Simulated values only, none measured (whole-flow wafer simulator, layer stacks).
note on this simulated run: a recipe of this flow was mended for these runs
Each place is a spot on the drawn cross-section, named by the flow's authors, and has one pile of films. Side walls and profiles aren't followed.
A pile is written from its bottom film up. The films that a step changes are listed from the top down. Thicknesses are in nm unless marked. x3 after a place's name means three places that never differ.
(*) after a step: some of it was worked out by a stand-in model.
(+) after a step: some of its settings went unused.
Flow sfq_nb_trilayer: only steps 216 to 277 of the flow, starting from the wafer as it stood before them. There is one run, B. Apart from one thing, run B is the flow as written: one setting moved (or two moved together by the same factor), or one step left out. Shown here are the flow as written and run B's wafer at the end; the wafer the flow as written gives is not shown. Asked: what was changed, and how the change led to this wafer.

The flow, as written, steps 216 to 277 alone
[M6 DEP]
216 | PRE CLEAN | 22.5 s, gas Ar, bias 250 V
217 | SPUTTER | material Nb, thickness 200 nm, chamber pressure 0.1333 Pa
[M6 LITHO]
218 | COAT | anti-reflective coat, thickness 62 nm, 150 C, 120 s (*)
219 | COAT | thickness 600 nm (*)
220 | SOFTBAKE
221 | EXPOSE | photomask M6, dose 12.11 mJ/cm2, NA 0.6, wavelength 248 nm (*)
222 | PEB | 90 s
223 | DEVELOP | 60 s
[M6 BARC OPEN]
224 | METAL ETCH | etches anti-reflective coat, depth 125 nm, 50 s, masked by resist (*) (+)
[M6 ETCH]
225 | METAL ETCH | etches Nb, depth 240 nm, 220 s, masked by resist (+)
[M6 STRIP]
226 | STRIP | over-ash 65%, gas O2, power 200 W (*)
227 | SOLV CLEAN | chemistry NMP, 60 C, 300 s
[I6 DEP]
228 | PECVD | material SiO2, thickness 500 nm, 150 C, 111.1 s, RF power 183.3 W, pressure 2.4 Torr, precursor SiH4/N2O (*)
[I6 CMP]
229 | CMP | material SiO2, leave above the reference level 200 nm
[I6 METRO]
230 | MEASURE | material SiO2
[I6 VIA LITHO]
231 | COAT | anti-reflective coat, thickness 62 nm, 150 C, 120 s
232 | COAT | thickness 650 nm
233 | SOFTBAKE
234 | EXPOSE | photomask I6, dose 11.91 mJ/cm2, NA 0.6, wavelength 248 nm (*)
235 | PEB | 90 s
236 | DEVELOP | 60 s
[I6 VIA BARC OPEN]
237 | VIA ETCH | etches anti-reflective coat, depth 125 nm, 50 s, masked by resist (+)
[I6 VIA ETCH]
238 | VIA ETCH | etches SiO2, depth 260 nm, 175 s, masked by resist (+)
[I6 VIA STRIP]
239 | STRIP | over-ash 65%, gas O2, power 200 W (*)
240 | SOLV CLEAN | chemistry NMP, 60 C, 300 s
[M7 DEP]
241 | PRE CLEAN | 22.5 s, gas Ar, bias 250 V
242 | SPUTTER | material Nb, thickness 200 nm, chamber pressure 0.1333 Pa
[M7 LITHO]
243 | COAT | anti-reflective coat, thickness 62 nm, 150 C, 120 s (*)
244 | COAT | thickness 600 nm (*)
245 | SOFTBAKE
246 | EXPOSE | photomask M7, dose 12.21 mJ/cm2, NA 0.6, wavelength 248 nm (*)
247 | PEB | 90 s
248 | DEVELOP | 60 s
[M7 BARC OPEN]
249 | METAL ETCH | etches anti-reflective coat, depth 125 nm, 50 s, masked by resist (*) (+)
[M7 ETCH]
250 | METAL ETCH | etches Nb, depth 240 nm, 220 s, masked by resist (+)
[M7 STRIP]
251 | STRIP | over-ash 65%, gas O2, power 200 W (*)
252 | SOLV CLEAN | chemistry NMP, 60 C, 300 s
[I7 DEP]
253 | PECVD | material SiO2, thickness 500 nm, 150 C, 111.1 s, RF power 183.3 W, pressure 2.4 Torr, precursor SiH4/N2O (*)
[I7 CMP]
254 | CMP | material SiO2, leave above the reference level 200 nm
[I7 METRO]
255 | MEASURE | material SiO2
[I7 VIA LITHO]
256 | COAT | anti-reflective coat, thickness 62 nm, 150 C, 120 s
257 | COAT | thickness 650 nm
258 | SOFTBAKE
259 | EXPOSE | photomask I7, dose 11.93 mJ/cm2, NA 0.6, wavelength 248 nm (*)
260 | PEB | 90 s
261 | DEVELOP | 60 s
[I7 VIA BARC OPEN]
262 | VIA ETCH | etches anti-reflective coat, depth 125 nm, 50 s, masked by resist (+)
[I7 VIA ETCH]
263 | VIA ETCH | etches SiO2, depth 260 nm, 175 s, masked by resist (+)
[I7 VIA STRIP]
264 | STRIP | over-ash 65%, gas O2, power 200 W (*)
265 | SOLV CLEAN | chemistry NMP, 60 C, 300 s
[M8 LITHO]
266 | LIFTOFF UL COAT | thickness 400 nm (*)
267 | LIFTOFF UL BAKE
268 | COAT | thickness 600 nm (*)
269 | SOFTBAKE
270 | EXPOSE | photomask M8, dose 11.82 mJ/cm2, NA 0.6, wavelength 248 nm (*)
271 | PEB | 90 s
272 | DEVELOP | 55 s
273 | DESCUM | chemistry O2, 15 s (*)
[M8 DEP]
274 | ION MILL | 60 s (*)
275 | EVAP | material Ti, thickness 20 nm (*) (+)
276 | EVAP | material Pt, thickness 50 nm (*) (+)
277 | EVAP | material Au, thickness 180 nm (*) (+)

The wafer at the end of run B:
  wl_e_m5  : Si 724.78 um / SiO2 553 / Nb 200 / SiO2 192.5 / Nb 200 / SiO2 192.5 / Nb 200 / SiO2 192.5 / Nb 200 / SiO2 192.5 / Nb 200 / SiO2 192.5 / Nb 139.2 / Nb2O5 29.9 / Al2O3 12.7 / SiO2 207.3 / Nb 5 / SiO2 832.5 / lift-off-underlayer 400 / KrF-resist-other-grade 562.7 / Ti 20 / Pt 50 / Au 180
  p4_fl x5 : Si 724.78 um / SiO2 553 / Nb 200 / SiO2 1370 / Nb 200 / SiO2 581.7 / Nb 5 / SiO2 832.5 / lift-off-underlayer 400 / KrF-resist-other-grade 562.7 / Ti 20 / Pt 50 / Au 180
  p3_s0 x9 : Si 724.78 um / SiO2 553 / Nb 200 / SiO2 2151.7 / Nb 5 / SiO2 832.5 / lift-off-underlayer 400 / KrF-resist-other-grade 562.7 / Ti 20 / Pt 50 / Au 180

Cause: step 217, SPUTTER: thickness 245 nm was run, while the flow as written has thickness 200 nm.

The path from the change to this, step by step:
  217 | SPUTTER | material Nb, thickness 200 nm, chamber pressure 0.1333 Pa
      field_l, v_sur, via_wl and 100 more: Nb gains 245 (new film) (in the flow as written it would be: Nb gains 200 (new film))
      be: Nb gains 177.9 (in the flow as written it would be: Nb gains 145.8)
      (and at 2 other places as well)
  218 | COAT | anti-reflective coat, thickness 62 nm, 150 C, 120 s (*)
      be: anti-reflective coat gains 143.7 (new film) (in the flow as written it would be: anti-reflective coat gains 139.6 (new film))
  225 | METAL ETCH | etches Nb, depth 240 nm, 220 s, masked by resist (+)
      field_l, gap, moat and 76 more: Nb loses 240 (in the flow as written it would be: Nb loses 200 (all of it), SiO2 loses 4)
  226 | STRIP | over-ash 65%, gas O2, power 200 W (*)
      be: KrF-resist-other-grade loses 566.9 (all of it), anti-reflective coat loses 143.7 (all of it) (in the flow as written it would be: KrF-resist-other-grade loses 559.4 (all of it), anti-reflective coat loses 139.6 (all of it))
  228 | PECVD | material SiO2, thickness 500 nm, 150 C, 111.1 s, RF power 183.3 W, pressure 2.4 Torr, precursor SiH4/N2O (*)
      field_l, p4_fl x5, p4_w1 x9 and 50 more: SiO2 gains 500 (new film) (in the flow as written it would be: SiO2 gains 500)
      moat, field_r, lsp_l, ln_m5, lsp_m: SiO2 gains 492.3 (new film) (in the flow as written it would be: SiO2 gains 493.5)
      (and at 10 other places as well)
  229 | CMP | material SiO2, leave above the reference level 200 nm
      field_l, p4_fl x5, p4_w1 x9 and 47 more: SiO2 loses 60 (in the flow as written it would be: SiO2 loses 96)
      moat, field_r, lsp_l, ln_m5, lsp_m: SiO2 loses 52.3 (in the flow as written it would be: SiO2 loses 89.5)
      (and at 9 other places as well)
Taking metal films that touch as one body, wl_e_m5 has 8 bodies (between them, from the top down: KrF-resist-other-grade 562.7 / lift-off-underlayer 400 / SiO2 832.5; SiO2 207.3 / Al2O3 12.7 / Nb2O5 29.9; SiO2 192.5; SiO2 192.5; SiO2 192.5; SiO2 192.5; SiO2 192.5); the flow as written gives 7 bodies (between them, from the top down: KrF-resist-other-grade 562.7 / lift-off-underlayer 400 / SiO2 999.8 / Al2O3 12.7 / Nb2O5 29.9; SiO2 192.5; SiO2 192.5; SiO2 192.5; SiO2 192.5; SiO2 192.5).
Taking metal films that touch as one body, p4_fl x5 has 4 bodies (between them, from the top down: KrF-resist-other-grade 562.7 / lift-off-underlayer 400 / SiO2 832.5; SiO2 581.7; SiO2 1370); the flow as written gives 3 bodies (between them, from the top down: KrF-resist-other-grade 562.7 / lift-off-underlayer 400 / SiO2 1374.2; SiO2 1370).
Taking metal films that touch as one body, p3_s0 x9 has 3 bodies (between them, from the top down: KrF-resist-other-grade 562.7 / lift-off-underlayer 400 / SiO2 832.5; SiO2 2151.7); the flow as written gives 2 bodies (between them, from the top down: KrF-resist-other-grade 562.7 / lift-off-underlayer 400 / SiO2 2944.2).
